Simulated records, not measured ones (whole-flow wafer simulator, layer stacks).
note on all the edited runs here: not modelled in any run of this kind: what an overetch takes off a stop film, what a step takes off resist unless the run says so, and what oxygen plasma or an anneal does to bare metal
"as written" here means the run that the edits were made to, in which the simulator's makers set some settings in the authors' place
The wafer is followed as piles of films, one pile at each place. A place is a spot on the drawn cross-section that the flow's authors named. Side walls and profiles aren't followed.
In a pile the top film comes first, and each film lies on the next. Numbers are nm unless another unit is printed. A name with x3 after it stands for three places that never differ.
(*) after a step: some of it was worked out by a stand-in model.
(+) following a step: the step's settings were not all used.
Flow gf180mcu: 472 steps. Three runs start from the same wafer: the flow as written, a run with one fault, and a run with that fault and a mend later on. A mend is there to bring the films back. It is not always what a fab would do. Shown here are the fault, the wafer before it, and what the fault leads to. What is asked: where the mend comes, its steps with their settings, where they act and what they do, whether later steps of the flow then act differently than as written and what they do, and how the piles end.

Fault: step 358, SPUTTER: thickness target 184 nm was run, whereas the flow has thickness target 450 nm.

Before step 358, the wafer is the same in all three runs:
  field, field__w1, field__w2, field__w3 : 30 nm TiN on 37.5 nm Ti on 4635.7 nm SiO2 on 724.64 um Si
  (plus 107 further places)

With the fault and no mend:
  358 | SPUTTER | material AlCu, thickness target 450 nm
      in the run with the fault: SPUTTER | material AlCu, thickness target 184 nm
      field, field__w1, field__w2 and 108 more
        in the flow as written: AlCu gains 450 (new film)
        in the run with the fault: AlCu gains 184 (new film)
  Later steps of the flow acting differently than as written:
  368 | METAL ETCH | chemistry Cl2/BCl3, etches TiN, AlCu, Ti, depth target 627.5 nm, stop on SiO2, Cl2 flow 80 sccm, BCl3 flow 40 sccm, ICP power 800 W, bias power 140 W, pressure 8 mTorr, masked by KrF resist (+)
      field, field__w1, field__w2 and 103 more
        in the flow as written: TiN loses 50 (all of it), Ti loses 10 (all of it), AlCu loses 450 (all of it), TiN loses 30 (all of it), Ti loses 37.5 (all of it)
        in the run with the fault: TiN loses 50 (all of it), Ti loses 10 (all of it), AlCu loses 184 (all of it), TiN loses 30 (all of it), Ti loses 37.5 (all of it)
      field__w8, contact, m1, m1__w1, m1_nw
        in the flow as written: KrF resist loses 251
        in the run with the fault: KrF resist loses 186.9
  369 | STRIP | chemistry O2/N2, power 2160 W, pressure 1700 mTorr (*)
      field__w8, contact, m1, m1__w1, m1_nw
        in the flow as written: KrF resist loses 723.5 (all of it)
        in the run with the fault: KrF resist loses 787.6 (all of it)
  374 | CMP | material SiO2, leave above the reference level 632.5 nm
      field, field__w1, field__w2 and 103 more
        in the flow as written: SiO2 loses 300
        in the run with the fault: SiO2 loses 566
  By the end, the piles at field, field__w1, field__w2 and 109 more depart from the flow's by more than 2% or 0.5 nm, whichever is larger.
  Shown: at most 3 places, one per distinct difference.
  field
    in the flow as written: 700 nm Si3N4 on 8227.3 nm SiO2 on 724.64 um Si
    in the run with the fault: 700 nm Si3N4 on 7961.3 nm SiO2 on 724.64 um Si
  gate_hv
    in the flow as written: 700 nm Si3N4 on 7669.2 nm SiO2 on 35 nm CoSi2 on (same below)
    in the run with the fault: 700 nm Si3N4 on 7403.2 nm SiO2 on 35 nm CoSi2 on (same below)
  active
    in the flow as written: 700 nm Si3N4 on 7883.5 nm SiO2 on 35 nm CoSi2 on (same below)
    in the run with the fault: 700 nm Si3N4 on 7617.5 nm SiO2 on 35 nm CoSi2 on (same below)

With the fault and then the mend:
  The mend stands after step 358.
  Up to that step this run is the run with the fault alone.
  358a | SPUTTER | material AlCu, thickness target 266 nm (a further turn of the flow's step 358, with different settings)
      field, field__w1, field__w2 and 108 more
        AlCu gains 266
  None of the later steps of the flow acts differently than as written at any place that is followed.
  The piles end the same as the flow's at every place that both follow.
